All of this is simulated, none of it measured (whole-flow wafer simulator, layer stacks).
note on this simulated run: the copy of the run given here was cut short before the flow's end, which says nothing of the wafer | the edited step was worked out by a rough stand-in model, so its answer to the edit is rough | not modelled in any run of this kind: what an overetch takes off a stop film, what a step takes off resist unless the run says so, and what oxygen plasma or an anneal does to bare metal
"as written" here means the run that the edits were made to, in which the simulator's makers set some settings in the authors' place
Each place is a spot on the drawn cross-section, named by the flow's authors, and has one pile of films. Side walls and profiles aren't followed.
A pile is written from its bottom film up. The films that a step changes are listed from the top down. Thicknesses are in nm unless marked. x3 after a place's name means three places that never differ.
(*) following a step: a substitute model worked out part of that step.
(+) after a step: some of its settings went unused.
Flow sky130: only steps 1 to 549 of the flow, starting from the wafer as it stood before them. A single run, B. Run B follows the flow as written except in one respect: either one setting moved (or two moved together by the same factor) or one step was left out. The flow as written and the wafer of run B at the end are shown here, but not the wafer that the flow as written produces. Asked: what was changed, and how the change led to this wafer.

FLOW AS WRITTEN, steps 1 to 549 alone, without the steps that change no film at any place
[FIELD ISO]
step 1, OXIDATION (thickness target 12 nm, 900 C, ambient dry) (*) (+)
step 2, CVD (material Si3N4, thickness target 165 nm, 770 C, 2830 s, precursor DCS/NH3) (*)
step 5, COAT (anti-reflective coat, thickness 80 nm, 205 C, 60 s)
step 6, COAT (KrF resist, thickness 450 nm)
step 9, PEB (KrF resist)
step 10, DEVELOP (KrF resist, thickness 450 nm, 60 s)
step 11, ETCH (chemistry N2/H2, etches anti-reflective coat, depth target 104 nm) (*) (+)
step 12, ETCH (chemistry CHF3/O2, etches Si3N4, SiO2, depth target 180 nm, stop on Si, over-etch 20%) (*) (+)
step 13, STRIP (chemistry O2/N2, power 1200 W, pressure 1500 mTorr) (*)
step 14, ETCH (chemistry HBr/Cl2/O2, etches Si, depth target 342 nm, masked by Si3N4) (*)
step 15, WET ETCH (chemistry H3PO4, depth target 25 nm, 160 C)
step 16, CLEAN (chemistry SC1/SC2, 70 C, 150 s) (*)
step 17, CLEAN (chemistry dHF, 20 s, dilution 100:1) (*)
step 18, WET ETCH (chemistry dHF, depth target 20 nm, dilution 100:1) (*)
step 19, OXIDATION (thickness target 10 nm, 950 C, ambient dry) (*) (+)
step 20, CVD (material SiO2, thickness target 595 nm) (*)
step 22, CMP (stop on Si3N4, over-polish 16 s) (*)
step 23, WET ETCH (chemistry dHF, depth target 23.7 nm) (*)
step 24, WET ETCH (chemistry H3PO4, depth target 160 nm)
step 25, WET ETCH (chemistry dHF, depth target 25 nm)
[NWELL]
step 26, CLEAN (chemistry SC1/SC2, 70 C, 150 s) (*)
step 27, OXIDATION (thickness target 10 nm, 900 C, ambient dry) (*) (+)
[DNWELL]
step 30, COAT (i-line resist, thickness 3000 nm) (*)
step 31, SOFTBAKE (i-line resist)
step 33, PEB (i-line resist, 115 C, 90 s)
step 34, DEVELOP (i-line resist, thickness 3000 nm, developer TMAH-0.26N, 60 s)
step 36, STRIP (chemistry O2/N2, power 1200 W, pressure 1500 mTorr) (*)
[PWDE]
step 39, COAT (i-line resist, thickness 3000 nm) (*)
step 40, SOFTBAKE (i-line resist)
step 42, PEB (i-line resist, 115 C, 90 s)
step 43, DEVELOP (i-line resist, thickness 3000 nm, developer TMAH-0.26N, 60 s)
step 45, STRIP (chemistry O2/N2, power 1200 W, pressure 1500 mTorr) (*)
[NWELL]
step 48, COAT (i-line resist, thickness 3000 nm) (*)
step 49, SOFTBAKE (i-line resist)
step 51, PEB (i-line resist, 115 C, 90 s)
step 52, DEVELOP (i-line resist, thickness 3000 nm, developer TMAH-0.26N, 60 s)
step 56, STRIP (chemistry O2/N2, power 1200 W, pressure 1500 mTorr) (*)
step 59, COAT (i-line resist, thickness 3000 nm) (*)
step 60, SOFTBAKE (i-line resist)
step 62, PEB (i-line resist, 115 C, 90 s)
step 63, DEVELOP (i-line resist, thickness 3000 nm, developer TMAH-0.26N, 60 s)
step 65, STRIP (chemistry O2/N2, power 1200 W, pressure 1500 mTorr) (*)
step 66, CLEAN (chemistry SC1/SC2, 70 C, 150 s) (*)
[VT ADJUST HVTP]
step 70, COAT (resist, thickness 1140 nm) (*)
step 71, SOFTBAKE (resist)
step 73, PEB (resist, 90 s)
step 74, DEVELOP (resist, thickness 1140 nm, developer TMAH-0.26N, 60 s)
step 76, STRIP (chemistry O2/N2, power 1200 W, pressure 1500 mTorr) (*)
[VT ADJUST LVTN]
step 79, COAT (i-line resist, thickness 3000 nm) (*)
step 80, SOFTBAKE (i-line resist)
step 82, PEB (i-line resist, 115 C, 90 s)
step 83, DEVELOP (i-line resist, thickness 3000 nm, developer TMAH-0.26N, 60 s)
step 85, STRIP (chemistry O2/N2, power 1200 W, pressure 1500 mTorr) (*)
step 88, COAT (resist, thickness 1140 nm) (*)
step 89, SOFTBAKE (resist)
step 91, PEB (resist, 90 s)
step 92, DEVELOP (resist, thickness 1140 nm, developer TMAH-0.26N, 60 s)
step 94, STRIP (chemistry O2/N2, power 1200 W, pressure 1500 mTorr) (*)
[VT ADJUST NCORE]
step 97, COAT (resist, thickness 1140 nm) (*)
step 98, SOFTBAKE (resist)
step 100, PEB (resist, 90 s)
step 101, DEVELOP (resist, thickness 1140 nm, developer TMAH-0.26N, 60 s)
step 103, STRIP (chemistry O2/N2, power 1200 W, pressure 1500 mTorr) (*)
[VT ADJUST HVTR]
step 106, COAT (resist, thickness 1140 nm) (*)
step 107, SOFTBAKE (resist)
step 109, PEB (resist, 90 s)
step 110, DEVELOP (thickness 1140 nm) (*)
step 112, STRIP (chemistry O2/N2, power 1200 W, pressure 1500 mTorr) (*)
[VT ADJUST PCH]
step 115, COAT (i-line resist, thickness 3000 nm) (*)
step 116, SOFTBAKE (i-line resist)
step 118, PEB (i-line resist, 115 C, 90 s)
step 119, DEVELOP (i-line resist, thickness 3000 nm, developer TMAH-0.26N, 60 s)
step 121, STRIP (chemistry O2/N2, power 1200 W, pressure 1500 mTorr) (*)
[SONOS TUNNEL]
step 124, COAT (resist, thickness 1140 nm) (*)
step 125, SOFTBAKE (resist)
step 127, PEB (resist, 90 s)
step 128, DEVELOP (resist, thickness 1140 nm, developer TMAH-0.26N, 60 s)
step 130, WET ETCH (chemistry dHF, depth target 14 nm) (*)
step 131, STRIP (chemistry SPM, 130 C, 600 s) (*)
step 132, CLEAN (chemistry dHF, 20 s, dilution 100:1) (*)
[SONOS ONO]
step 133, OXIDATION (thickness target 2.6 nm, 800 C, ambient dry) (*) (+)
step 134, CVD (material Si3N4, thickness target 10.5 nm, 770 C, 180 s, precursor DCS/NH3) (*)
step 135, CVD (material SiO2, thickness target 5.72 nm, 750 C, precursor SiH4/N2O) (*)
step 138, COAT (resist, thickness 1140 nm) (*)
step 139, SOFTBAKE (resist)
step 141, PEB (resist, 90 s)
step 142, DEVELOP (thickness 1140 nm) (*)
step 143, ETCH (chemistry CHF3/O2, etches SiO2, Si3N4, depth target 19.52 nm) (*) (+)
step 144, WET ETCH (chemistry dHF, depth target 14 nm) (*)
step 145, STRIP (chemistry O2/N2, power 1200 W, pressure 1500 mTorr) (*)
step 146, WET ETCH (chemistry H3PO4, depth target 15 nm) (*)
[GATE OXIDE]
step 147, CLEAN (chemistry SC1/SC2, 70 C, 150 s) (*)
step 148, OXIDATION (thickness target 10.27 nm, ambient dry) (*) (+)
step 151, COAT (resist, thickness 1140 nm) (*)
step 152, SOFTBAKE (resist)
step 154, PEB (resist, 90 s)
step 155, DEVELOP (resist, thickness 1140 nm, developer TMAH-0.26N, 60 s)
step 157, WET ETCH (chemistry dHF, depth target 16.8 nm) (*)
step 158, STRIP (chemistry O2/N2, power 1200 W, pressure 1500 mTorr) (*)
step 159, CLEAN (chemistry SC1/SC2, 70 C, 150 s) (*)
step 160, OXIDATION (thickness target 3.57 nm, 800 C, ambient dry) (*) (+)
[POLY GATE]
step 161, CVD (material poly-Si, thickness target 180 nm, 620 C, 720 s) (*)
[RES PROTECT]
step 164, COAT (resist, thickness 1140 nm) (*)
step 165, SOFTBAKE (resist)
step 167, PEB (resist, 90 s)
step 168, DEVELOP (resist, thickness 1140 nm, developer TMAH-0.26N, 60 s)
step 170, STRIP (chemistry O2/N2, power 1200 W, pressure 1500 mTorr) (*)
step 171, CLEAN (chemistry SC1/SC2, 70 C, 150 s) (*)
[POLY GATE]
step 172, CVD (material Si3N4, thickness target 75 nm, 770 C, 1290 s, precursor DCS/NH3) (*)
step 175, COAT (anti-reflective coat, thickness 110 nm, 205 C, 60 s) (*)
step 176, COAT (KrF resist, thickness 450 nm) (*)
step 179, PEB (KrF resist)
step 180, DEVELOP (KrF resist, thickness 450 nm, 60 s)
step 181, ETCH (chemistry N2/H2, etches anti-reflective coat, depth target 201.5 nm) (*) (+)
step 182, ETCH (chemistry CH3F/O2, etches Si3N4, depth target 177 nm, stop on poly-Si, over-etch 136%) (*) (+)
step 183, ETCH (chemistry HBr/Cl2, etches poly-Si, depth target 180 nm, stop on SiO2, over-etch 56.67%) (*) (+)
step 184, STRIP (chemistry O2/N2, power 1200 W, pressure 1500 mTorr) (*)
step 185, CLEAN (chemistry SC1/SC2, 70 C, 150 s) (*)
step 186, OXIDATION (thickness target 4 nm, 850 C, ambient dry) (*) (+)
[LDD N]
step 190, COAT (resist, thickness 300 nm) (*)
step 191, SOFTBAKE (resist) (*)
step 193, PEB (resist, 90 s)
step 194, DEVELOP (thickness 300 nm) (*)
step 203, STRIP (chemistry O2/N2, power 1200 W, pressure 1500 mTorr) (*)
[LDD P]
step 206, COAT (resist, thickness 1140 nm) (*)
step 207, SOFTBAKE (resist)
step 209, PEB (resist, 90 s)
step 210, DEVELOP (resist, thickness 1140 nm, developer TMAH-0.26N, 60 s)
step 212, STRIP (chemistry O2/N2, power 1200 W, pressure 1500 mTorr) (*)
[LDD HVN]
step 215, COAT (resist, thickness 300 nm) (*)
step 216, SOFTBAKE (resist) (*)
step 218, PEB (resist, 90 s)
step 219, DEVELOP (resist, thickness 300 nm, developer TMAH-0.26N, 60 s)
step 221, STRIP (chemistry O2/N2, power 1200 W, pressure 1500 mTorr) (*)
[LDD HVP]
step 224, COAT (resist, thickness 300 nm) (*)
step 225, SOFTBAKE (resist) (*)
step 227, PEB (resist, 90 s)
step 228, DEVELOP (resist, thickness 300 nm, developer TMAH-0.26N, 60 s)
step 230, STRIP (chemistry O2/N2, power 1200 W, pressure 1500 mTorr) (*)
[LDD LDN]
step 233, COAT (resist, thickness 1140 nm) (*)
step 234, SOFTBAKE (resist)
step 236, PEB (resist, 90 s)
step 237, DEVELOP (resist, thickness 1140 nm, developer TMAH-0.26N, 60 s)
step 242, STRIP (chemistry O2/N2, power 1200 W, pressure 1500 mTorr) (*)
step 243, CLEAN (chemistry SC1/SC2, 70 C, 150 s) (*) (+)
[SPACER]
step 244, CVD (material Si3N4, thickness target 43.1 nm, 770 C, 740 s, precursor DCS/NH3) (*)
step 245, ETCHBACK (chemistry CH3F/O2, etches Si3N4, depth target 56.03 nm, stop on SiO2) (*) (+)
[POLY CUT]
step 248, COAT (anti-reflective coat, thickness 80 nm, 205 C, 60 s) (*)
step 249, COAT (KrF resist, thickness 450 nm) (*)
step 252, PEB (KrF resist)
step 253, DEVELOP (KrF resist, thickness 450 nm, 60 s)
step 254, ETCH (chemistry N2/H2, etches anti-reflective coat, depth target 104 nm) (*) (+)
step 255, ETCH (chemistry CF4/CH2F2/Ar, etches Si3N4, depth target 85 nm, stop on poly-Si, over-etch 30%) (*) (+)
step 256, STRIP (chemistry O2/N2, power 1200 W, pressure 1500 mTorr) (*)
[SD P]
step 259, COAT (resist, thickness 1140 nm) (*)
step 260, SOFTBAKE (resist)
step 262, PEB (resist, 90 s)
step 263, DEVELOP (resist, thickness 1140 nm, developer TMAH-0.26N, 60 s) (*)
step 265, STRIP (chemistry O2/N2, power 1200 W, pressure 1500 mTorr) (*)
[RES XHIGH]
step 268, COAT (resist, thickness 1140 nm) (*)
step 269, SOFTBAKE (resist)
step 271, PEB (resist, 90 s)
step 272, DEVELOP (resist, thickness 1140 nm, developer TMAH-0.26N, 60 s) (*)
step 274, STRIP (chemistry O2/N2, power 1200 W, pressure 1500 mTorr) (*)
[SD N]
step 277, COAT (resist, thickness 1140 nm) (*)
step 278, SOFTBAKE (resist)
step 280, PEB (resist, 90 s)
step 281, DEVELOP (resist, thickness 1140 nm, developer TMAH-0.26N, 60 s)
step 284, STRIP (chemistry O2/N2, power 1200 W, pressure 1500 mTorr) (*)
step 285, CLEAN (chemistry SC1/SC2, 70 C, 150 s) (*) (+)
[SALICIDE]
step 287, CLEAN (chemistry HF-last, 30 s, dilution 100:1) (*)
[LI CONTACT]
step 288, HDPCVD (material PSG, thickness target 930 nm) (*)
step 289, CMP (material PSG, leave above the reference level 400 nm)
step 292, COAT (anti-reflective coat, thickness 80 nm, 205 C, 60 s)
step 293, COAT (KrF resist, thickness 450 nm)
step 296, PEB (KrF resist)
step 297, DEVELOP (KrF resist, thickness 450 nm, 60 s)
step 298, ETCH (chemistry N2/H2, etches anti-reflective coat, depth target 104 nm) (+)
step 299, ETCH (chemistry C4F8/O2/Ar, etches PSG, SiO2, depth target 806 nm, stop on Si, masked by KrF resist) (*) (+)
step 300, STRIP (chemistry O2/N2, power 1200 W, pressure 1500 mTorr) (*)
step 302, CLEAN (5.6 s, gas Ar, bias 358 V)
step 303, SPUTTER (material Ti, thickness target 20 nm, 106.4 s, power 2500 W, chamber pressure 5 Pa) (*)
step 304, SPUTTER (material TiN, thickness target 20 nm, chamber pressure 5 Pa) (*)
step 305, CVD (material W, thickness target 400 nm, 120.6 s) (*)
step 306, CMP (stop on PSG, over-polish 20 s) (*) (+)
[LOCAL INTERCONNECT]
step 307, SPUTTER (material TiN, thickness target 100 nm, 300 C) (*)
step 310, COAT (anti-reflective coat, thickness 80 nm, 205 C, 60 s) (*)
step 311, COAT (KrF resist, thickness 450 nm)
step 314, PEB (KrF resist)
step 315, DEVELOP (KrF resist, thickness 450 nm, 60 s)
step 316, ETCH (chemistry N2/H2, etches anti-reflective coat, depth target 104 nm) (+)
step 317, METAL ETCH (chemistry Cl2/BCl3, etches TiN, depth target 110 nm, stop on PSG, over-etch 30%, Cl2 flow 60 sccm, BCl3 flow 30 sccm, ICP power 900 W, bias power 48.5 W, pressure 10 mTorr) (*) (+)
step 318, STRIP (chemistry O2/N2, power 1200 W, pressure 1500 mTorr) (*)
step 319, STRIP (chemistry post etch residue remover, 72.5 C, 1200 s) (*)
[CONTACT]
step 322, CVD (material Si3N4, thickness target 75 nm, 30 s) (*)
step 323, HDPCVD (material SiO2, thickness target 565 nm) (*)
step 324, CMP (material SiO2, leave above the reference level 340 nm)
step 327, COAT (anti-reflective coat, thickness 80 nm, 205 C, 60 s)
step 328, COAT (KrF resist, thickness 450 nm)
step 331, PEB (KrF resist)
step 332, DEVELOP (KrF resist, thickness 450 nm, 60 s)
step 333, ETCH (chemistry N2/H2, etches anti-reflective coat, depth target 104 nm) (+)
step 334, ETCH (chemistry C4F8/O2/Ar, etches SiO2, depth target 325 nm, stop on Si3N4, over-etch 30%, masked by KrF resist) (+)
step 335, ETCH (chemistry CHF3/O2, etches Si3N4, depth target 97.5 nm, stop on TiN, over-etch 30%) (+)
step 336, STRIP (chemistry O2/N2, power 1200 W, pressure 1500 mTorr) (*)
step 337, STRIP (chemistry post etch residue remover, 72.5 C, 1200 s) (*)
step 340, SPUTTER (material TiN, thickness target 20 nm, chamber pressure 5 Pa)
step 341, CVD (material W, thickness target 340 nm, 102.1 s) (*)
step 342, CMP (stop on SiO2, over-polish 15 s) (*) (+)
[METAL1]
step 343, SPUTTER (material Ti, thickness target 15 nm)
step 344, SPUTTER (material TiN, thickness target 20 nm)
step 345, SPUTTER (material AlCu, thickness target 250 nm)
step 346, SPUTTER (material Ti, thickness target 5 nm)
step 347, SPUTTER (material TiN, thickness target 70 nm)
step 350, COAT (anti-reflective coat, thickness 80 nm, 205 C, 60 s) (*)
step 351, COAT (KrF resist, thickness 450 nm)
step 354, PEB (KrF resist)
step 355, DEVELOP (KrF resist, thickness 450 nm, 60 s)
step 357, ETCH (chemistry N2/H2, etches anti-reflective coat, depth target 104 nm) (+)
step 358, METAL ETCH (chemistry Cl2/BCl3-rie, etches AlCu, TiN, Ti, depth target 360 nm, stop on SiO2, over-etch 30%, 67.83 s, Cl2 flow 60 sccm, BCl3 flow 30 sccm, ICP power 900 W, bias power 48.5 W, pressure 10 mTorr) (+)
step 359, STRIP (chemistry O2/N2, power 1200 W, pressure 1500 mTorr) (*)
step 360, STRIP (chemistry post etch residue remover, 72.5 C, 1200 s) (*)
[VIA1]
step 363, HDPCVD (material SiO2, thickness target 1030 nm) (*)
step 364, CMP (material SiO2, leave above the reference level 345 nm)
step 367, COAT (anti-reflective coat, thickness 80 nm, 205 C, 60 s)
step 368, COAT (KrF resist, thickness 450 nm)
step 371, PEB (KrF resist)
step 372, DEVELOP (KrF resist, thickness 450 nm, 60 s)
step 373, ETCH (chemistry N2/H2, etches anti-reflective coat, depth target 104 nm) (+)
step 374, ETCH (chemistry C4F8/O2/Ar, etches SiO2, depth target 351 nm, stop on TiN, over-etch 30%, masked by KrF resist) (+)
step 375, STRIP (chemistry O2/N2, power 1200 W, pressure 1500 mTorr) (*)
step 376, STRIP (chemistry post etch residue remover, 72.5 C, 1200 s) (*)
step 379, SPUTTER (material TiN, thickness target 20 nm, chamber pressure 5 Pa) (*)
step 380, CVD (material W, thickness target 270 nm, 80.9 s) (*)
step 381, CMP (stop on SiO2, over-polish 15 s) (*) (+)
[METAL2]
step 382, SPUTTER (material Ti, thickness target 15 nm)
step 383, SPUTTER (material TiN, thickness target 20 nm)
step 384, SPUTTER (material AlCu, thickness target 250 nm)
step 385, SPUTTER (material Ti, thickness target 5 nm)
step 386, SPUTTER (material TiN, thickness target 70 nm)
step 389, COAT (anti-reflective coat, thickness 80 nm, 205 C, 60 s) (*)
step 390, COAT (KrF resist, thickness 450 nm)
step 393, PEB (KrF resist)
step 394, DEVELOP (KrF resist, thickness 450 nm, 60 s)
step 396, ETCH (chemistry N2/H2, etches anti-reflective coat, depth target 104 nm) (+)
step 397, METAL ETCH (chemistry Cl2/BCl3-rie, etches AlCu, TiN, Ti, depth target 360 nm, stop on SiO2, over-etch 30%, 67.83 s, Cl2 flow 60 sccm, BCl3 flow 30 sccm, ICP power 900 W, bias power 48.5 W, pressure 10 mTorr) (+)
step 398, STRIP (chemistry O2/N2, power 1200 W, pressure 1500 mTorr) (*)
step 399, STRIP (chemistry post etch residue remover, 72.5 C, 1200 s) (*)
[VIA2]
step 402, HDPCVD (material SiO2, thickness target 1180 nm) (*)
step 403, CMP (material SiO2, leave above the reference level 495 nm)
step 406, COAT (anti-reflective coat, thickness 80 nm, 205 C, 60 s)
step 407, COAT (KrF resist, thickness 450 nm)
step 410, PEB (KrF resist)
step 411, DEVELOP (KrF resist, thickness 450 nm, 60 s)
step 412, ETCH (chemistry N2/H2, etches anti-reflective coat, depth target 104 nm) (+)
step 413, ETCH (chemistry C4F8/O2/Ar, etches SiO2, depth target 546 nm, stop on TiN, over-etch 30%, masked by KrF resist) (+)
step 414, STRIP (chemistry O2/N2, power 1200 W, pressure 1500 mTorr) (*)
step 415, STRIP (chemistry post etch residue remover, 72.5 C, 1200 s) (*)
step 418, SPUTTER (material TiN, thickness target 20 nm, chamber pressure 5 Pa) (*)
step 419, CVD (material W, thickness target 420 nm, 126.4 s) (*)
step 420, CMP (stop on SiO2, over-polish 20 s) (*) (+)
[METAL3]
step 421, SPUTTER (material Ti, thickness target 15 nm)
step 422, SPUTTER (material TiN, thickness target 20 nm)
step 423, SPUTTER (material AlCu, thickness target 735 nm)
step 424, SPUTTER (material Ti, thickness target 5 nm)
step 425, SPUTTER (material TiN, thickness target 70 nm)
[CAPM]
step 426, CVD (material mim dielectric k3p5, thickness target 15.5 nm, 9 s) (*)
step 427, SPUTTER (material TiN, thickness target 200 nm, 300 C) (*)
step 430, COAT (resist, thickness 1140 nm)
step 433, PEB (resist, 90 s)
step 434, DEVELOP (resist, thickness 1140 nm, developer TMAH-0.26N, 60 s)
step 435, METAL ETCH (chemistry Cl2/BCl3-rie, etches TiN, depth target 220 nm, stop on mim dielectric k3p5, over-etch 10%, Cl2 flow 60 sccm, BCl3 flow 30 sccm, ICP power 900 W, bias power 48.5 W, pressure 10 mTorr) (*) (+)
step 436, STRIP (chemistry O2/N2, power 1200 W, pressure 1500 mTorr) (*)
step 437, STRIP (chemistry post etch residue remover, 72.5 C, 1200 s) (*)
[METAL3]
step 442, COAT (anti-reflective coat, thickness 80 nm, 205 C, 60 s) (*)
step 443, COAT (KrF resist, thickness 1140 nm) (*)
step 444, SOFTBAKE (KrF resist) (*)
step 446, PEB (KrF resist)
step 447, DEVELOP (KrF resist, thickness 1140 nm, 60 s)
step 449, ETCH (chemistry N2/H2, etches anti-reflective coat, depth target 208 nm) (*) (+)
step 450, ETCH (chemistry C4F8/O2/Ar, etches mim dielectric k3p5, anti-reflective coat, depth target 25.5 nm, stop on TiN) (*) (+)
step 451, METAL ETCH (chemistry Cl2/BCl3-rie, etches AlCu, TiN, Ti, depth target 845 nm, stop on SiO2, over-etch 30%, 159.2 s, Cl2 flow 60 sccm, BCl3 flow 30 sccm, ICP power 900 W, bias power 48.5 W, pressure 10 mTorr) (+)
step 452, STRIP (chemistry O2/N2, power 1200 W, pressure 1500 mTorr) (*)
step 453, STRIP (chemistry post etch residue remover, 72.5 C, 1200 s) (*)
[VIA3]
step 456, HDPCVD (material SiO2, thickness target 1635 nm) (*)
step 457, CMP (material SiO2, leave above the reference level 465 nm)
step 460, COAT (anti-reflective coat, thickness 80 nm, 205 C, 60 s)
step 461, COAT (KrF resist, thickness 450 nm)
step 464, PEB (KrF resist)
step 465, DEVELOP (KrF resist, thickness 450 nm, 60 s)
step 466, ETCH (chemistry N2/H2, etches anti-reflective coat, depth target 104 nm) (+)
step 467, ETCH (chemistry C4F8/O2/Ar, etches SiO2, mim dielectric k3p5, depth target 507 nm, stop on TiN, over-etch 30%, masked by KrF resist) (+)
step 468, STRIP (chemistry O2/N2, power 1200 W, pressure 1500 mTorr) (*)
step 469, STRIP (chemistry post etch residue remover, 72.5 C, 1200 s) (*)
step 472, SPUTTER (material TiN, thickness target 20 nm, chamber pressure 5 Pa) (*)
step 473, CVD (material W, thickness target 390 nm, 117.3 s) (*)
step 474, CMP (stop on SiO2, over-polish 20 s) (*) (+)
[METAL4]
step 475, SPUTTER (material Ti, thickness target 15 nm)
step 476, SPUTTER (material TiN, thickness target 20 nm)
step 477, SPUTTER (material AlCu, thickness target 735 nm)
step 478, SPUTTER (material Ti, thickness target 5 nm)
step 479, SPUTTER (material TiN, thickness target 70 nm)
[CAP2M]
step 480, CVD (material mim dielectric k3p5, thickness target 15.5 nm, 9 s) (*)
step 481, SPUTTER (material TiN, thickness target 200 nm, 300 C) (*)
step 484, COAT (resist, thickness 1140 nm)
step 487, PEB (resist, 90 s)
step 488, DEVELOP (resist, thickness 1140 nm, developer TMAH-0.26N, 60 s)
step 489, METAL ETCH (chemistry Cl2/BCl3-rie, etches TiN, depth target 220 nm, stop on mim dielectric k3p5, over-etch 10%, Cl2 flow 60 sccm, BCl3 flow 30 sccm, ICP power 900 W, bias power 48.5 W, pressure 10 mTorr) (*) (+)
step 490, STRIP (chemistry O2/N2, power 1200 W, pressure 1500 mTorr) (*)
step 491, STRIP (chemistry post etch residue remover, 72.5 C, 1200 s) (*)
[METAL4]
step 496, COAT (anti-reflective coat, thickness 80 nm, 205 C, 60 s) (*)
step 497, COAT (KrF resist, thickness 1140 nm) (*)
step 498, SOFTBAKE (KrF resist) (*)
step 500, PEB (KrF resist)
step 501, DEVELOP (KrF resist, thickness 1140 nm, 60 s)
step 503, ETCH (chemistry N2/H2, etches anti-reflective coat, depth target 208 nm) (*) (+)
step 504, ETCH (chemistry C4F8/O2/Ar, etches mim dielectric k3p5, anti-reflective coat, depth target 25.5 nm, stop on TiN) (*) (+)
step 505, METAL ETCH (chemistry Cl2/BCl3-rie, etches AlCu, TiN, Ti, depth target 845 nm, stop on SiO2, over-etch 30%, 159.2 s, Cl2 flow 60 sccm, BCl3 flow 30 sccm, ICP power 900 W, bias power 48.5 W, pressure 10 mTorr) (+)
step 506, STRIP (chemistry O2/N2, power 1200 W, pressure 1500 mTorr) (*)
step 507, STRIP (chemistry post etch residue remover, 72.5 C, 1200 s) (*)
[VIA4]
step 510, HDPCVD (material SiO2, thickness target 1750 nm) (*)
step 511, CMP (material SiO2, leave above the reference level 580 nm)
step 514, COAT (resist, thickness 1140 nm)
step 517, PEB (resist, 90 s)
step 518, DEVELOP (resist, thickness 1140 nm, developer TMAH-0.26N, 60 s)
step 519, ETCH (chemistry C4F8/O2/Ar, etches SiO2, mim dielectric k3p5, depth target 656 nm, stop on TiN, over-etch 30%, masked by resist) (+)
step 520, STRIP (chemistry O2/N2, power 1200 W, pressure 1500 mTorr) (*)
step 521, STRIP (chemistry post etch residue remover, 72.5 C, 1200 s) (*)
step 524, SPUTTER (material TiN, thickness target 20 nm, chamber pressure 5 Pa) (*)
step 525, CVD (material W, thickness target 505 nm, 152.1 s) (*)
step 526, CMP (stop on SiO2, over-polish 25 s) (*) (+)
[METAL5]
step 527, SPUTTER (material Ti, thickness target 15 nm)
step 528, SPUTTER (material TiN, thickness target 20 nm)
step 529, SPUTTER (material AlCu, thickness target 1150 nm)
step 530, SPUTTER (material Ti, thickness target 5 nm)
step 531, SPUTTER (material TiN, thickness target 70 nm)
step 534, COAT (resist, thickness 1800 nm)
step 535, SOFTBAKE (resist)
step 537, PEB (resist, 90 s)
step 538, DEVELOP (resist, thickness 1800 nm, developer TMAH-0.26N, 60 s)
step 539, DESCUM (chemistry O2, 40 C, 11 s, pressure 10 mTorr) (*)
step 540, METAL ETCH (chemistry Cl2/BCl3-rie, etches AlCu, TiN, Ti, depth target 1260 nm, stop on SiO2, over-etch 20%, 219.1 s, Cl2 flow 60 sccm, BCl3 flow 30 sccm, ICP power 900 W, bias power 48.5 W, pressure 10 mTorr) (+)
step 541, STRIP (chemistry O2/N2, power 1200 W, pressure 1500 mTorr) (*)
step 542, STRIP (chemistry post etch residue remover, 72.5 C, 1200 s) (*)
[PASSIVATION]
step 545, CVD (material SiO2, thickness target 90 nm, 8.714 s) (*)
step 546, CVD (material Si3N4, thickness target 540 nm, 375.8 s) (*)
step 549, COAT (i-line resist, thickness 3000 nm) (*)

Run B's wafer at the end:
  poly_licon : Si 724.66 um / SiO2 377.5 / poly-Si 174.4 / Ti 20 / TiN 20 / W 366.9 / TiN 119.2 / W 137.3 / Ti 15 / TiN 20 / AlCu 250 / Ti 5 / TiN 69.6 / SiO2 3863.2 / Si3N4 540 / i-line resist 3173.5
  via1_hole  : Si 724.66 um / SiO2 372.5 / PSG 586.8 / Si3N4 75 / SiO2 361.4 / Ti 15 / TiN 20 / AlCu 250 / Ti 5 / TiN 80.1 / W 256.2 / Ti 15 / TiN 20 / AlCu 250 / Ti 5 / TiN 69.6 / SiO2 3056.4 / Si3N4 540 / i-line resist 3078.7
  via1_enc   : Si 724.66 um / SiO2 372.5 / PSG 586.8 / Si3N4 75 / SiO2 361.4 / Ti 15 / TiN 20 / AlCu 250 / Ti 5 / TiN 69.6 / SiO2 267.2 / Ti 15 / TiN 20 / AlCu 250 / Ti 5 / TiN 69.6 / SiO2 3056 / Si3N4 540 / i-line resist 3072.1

What caused this: step 341, CVD: 40.85 s was run, while the flow as written has 102.1 s.

The path from the change to this, step by step:
  step 341, CVD (material W, thickness target 340 nm, 102.1 s) (*)
      field, active, n_well and 185 more: +137.3 W (new film) (in the flow as written it would be: +340 W (new film))
      ndiff_licon, ndiff_licon_cpp, rpo_hd_licon: +487.9 W (new film) (in the flow as written it would be: +690.5 W (new film))
  step 342, CMP (stop on SiO2, over-polish 15 s) (*) (+)
      poly_licon: nothing (in the flow as written it would be: -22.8 W)
      field, active, n_well and 184 more: -137.3 W (all of it), -20 TiN (all of it), -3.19 SiO2 (in the flow as written it would be: -340 W (all of it), -20 TiN (all of it), -3.19 SiO2)
      (also at 3 further places)
  step 350, COAT (anti-reflective coat, thickness 80 nm, 205 C, 60 s) (*)
      poly_licon: +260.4 anti-reflective coat (new film) (in the flow as written it would be: +80.4 anti-reflective coat (new film))
  step 359, STRIP (chemistry O2/N2, power 1200 W, pressure 1500 mTorr) (*)
      poly_licon: -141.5 KrF resist (all of it), -260.4 anti-reflective coat (all of it) (in the flow as written it would be: -141.5 KrF resist (all of it), -80.4 anti-reflective coat (all of it))
  step 364, CMP (material SiO2, leave above the reference level 345 nm)
      poly_licon: -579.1 SiO2 (in the flow as written it would be: -759 SiO2)
